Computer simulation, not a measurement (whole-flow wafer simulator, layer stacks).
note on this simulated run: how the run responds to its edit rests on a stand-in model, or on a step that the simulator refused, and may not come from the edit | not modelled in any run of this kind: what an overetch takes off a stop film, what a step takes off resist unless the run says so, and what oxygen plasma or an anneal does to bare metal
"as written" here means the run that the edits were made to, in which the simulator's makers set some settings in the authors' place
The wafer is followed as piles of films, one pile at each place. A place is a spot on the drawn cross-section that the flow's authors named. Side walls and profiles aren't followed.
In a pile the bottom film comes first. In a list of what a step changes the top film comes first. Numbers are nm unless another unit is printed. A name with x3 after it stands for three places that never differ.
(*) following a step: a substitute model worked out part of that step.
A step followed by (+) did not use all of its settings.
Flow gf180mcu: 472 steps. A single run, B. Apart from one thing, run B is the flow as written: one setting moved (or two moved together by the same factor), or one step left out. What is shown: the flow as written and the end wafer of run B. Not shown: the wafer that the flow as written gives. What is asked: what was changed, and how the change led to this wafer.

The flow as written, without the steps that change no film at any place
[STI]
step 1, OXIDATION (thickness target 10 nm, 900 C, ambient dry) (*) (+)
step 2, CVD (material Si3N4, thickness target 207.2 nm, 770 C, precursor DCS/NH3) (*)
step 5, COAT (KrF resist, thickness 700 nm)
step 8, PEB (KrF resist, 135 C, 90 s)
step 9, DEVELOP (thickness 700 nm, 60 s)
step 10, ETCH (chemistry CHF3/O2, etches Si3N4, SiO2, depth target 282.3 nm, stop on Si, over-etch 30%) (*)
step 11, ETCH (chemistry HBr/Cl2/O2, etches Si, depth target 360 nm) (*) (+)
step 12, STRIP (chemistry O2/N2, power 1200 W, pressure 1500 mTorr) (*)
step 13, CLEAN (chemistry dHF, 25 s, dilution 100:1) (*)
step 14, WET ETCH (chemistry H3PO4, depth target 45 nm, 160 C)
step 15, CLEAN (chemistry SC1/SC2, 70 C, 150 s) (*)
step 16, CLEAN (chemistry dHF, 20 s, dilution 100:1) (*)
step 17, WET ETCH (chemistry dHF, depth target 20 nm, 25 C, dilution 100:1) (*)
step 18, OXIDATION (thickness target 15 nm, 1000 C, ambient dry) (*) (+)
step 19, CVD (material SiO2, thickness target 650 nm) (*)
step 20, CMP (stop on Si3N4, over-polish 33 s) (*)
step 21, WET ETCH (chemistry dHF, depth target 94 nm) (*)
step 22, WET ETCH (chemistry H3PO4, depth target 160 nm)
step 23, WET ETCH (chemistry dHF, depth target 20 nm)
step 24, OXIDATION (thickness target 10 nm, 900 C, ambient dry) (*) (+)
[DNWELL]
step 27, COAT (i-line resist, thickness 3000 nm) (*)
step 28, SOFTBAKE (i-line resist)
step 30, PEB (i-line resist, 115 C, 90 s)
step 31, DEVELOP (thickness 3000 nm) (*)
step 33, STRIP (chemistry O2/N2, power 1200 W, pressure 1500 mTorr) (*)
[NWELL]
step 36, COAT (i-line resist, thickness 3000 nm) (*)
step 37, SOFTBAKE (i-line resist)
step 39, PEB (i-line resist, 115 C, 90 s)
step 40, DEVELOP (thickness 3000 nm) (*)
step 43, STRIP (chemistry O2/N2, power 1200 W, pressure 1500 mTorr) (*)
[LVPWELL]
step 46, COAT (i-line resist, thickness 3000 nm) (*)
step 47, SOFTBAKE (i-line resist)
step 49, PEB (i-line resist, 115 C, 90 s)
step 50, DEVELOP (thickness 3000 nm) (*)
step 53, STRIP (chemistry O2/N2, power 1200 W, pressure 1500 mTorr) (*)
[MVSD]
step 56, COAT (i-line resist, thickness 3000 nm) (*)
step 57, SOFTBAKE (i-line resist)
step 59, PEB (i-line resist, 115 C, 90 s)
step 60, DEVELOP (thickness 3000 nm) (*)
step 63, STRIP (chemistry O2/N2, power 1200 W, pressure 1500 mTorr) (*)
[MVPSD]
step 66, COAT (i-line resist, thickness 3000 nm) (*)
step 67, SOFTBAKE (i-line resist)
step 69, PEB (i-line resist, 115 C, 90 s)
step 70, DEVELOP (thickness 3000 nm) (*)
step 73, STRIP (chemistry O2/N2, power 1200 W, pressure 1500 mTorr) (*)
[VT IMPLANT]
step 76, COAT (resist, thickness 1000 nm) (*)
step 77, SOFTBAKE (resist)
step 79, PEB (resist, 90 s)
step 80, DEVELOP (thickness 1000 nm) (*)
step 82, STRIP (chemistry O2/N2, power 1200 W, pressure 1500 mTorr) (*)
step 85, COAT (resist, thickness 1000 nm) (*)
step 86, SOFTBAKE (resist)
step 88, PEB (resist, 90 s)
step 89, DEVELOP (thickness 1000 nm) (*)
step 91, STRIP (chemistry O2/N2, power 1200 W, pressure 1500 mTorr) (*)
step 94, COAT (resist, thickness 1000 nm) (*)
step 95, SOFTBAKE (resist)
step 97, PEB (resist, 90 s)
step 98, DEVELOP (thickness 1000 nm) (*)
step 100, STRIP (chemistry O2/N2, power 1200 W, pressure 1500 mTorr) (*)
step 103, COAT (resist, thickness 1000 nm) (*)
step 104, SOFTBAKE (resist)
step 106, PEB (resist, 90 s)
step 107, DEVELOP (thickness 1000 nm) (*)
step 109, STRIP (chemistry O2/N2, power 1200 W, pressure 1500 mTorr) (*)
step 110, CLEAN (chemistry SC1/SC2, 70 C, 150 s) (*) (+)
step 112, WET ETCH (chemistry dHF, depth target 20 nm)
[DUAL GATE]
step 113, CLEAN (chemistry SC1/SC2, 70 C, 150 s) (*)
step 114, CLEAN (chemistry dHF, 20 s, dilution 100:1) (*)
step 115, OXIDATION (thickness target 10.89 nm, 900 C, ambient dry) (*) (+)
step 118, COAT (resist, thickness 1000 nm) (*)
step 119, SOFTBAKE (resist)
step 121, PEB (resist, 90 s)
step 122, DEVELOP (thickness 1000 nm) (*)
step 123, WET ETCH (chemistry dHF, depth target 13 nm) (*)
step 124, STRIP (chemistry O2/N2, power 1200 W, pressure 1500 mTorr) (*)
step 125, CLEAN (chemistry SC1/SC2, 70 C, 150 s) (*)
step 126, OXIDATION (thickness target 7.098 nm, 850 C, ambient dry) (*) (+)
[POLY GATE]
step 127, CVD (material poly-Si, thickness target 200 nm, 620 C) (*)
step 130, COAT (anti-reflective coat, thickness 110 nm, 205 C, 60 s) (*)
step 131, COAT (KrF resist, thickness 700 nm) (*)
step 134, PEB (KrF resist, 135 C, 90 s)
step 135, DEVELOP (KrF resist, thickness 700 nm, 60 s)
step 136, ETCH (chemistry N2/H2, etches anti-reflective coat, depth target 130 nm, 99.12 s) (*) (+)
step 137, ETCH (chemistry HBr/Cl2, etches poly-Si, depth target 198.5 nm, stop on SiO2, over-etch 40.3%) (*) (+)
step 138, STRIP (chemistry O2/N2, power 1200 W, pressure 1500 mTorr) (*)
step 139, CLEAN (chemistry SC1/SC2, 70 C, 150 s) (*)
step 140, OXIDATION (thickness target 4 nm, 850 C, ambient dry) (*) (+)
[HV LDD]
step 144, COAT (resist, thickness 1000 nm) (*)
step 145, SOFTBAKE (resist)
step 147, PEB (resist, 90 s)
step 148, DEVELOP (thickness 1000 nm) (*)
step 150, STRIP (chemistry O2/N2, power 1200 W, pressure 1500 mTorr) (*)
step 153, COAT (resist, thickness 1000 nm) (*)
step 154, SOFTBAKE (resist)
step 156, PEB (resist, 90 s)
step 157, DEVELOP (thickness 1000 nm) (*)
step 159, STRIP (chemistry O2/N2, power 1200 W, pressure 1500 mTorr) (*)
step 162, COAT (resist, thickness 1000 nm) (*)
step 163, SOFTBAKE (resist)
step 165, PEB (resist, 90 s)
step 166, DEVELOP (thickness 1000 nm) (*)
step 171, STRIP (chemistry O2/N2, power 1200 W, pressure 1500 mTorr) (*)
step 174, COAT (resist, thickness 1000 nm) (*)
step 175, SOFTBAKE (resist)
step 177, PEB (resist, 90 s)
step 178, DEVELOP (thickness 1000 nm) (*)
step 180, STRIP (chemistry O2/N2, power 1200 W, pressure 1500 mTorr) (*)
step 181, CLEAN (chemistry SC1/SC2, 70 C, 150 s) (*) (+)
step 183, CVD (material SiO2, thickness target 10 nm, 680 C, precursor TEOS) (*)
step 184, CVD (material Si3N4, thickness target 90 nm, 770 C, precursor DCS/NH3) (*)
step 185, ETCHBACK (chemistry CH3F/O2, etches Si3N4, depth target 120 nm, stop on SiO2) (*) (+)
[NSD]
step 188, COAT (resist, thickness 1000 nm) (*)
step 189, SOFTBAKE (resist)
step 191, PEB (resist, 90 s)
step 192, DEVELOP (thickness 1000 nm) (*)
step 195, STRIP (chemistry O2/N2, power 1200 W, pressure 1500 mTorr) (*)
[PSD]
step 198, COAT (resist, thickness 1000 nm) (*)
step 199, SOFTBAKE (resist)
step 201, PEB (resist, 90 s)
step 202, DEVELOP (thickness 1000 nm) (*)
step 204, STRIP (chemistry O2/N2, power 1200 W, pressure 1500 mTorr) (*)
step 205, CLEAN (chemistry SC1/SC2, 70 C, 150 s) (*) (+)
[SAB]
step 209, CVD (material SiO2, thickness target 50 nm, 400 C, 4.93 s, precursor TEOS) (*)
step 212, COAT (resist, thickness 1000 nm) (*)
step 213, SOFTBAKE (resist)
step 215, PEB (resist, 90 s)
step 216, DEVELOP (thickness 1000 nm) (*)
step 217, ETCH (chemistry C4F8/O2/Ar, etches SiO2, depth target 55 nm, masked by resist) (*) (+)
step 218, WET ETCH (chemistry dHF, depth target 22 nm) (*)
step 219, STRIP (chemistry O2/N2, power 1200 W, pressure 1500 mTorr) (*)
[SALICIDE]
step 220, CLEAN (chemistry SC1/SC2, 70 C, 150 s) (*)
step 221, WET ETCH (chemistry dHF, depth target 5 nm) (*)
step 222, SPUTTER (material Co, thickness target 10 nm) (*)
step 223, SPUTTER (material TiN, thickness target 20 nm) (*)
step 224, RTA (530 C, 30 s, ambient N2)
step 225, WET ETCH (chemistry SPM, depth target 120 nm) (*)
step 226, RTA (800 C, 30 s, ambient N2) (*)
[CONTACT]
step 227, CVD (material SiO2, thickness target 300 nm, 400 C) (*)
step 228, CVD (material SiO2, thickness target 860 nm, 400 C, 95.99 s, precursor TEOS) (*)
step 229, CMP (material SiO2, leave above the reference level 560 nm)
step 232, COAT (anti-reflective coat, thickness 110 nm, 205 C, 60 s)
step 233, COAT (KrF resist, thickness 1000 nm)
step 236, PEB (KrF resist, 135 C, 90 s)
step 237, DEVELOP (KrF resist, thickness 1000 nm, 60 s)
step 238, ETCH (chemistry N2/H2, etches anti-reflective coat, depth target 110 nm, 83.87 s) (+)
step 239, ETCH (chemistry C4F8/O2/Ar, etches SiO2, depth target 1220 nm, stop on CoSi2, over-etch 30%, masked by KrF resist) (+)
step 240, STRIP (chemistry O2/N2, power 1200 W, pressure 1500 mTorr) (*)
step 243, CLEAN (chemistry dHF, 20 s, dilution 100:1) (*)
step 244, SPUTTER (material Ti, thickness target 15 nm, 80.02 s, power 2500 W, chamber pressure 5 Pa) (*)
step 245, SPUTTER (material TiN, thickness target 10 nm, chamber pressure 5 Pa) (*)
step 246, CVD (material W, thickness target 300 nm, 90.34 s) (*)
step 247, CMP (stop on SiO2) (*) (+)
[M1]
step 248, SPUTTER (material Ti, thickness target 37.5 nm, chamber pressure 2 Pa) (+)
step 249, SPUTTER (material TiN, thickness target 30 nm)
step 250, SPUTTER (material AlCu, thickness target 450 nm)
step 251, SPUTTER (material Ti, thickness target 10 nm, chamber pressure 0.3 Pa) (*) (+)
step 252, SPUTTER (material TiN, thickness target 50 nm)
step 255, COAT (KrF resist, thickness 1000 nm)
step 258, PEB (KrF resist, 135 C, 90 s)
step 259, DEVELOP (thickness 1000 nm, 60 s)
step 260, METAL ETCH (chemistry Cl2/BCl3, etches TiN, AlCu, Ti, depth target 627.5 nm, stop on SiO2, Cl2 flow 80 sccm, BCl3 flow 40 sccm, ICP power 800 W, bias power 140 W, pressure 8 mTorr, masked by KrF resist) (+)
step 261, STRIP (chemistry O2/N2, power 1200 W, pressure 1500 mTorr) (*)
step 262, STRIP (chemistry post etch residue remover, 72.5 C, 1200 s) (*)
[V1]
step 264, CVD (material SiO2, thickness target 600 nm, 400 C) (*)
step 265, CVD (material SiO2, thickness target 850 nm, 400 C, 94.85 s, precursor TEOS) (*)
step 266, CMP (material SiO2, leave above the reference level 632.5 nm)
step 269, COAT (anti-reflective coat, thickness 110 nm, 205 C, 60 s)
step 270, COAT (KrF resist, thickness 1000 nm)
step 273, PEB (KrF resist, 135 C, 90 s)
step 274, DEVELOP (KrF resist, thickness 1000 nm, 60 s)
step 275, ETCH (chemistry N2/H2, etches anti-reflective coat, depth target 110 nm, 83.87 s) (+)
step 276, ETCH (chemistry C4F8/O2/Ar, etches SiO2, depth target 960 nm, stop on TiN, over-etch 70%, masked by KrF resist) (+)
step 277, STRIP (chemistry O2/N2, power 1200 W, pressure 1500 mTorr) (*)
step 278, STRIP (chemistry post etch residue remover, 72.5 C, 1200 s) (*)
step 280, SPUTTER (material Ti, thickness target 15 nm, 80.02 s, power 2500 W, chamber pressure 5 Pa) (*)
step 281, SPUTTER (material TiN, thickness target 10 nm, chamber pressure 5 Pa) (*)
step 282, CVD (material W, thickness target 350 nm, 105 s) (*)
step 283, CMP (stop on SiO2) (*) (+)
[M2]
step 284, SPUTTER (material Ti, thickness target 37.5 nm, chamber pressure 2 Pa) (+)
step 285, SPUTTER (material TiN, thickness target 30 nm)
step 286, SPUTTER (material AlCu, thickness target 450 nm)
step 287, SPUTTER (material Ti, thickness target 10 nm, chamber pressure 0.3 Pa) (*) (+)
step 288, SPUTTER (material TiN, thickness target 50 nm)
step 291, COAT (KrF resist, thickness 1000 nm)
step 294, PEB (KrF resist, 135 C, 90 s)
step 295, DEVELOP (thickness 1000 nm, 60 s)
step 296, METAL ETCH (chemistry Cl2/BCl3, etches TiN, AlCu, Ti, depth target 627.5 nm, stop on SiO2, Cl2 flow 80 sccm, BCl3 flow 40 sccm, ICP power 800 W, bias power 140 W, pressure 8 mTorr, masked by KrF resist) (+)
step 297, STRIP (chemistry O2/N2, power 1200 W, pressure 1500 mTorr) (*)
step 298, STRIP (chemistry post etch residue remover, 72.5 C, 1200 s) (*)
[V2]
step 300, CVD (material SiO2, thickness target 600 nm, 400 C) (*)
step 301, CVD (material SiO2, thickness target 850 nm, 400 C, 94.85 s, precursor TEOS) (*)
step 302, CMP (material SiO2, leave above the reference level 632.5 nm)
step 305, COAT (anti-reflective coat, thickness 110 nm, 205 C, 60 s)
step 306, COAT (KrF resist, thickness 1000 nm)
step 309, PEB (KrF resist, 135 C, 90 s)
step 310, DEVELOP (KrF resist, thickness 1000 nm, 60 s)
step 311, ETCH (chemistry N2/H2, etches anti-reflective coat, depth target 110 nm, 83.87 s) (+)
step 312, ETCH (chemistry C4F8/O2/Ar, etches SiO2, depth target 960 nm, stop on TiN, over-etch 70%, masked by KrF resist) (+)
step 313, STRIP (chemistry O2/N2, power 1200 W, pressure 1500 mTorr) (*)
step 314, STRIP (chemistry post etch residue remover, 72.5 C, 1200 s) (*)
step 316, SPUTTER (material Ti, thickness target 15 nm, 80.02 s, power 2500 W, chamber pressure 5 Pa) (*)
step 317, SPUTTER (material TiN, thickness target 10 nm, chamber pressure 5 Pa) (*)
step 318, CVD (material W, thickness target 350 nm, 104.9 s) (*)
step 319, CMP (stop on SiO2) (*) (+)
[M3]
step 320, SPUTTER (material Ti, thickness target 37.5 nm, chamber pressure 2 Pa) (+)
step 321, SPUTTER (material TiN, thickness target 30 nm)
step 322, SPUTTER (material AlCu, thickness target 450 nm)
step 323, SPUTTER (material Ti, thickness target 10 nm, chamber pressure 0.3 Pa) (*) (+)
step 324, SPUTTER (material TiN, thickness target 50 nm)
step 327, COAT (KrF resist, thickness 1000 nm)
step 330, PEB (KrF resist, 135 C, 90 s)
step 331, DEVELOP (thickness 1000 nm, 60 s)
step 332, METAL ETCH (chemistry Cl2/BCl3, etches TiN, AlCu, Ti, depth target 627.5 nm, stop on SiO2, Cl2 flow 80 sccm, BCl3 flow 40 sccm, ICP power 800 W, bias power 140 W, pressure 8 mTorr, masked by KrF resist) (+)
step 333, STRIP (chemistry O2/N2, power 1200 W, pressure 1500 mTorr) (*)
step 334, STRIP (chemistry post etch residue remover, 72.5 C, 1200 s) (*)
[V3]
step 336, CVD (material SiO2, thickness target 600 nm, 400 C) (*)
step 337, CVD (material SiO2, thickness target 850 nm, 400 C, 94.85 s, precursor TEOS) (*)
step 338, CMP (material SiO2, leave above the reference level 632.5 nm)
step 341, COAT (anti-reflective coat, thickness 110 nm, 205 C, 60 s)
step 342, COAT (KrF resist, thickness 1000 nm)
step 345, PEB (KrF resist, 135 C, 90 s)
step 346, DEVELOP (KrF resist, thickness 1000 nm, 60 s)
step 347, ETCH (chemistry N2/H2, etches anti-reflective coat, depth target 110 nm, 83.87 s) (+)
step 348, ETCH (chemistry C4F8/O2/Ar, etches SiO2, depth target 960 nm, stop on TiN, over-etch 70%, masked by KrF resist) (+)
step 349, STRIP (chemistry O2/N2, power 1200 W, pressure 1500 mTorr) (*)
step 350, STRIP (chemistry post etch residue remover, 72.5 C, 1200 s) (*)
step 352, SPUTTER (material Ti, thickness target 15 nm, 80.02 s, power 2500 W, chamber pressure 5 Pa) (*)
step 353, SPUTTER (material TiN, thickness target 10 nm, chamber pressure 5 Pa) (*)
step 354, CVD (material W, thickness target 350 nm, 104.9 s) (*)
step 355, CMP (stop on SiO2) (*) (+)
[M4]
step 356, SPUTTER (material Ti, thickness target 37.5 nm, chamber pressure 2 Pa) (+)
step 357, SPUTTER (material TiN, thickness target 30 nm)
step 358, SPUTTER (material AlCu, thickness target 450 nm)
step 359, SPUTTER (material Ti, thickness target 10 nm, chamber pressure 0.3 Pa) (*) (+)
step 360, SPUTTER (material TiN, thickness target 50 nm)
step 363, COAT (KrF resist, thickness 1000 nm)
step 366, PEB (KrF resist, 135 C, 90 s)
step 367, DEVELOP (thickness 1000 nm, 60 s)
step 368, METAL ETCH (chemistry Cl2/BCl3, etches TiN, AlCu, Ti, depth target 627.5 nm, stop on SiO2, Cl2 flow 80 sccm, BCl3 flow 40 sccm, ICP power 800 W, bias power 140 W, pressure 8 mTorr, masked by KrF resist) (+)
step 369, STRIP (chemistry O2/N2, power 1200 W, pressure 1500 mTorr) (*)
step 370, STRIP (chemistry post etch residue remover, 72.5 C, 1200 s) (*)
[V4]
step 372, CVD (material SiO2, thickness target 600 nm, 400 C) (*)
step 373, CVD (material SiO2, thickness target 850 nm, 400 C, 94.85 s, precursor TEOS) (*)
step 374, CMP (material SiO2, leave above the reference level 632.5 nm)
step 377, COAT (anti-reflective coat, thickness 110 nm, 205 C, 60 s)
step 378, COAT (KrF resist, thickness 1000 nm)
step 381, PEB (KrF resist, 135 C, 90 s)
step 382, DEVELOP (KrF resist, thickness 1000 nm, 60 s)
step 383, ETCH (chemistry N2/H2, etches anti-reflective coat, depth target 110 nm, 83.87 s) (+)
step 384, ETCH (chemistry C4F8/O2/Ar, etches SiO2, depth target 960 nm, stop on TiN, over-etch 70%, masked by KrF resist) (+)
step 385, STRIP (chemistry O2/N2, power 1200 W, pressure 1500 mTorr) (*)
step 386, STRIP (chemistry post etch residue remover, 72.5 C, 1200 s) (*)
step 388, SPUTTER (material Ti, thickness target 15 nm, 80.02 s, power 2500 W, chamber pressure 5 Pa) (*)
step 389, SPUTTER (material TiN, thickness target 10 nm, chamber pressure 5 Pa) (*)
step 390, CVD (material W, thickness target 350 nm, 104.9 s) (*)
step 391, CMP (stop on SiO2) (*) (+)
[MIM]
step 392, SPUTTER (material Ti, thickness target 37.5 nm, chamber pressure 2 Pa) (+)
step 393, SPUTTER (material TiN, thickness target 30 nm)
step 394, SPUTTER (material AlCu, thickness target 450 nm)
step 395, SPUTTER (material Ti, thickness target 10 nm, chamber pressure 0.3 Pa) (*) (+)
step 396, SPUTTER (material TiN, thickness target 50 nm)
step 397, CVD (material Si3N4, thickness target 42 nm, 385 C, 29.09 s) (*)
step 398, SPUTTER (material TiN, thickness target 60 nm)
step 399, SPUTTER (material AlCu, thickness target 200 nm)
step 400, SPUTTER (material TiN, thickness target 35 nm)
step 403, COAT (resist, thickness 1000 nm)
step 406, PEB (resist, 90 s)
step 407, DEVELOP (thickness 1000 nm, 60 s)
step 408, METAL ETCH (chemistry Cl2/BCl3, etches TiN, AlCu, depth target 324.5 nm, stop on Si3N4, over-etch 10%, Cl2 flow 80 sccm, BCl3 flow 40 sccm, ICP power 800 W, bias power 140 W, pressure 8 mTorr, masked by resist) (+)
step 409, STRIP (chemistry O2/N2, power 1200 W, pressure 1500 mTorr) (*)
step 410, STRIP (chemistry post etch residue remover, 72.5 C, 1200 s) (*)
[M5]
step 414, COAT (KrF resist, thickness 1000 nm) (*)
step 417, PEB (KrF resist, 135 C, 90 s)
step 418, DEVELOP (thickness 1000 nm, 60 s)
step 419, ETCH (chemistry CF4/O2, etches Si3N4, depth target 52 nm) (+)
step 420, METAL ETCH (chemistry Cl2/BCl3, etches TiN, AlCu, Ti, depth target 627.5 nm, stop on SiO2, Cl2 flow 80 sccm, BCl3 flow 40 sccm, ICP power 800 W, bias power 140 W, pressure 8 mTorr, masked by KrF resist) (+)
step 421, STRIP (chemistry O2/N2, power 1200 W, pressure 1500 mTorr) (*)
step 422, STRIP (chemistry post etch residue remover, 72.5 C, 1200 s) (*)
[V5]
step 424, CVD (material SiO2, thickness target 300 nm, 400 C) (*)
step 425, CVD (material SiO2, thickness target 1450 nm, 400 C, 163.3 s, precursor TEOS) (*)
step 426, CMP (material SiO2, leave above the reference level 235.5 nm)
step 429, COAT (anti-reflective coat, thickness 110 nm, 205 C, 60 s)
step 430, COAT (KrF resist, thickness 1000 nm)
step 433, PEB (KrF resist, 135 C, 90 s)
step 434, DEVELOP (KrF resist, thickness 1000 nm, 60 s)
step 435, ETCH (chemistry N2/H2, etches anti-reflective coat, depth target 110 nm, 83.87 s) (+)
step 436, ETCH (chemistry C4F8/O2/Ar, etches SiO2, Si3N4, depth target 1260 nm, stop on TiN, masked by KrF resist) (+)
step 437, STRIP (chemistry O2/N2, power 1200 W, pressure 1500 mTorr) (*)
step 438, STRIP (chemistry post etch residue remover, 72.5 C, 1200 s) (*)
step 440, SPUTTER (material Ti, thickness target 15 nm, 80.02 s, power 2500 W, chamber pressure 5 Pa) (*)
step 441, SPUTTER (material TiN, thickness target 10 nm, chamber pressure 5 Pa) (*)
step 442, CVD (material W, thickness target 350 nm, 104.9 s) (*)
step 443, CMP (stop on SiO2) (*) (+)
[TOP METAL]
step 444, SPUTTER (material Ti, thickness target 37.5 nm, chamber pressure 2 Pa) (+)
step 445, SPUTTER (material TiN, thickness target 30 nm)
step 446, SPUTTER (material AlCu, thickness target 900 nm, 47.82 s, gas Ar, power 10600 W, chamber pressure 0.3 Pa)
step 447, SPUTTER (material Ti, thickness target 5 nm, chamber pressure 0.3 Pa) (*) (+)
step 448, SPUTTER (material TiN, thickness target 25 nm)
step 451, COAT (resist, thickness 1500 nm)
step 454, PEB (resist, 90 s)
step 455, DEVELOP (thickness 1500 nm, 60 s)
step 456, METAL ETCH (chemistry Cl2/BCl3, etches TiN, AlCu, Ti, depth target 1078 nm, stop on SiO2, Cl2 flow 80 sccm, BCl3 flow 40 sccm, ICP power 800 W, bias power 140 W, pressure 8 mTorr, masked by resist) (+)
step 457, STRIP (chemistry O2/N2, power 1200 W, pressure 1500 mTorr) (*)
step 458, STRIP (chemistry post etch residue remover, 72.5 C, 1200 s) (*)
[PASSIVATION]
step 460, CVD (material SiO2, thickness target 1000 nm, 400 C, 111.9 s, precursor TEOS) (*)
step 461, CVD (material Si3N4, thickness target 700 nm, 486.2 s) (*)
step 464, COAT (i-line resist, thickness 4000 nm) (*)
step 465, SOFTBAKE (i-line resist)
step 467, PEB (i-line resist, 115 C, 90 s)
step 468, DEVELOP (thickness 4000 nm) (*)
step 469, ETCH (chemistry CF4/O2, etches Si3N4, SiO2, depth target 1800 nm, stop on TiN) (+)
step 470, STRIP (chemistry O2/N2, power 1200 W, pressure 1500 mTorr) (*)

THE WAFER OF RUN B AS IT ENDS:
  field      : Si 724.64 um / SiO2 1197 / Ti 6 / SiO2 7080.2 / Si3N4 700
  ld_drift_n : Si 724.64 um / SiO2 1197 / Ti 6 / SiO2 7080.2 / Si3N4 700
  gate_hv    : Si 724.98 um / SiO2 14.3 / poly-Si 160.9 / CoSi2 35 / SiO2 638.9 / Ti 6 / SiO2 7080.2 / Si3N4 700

What caused this: step 250, SPUTTER: thickness target 506 nm was run, while the flow as written has thickness target 450 nm.

How this came from the change, step by step:
  step 250, SPUTTER (material AlCu, thickness target 450 nm)
      field, field__w1, field__w2 and 108 more: +506 AlCu (new film) (in the flow as written it would be: +450 AlCu (new film))
  step 260, METAL ETCH (chemistry Cl2/BCl3, etches TiN, AlCu, Ti, depth target 627.5 nm, stop on SiO2, Cl2 flow 80 sccm, BCl3 flow 40 sccm, ICP power 800 W, bias power 140 W, pressure 8 mTorr, masked by KrF resist) (+)
      field, field__w1, field__w2 and 99 more: -50 TiN (all of it), -10 Ti (all of it), -506 AlCu (all of it), -30 TiN (all of it), -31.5 Ti (in the flow as written it would be: -50 TiN (all of it), -10 Ti (all of it), -450 AlCu (all of it), -30 TiN (all of it), -37.5 Ti (all of it))
  step 264, CVD (material SiO2, thickness target 600 nm, 400 C) (*)
      field, field__w1, field__w2 and 99 more: +600 SiO2 (new film) (in the flow as written it would be: +600 SiO2)
  step 266, CMP (material SiO2, leave above the reference level 632.5 nm)
      field, field__w1, field__w2 and 99 more: -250 SiO2 (in the flow as written it would be: -300 SiO2)
Taking metal films that touch as one body, field has 1 body; the flow as written gives 0 bodies.
Taking metal films that touch as one body, ld_drift_n has 1 body; the flow as written gives 0 bodies.
Taking metal films that touch as one body, gate_hv has 2 bodies (between them, from the top down: SiO2 638.9); the flow as written gives 1 body.
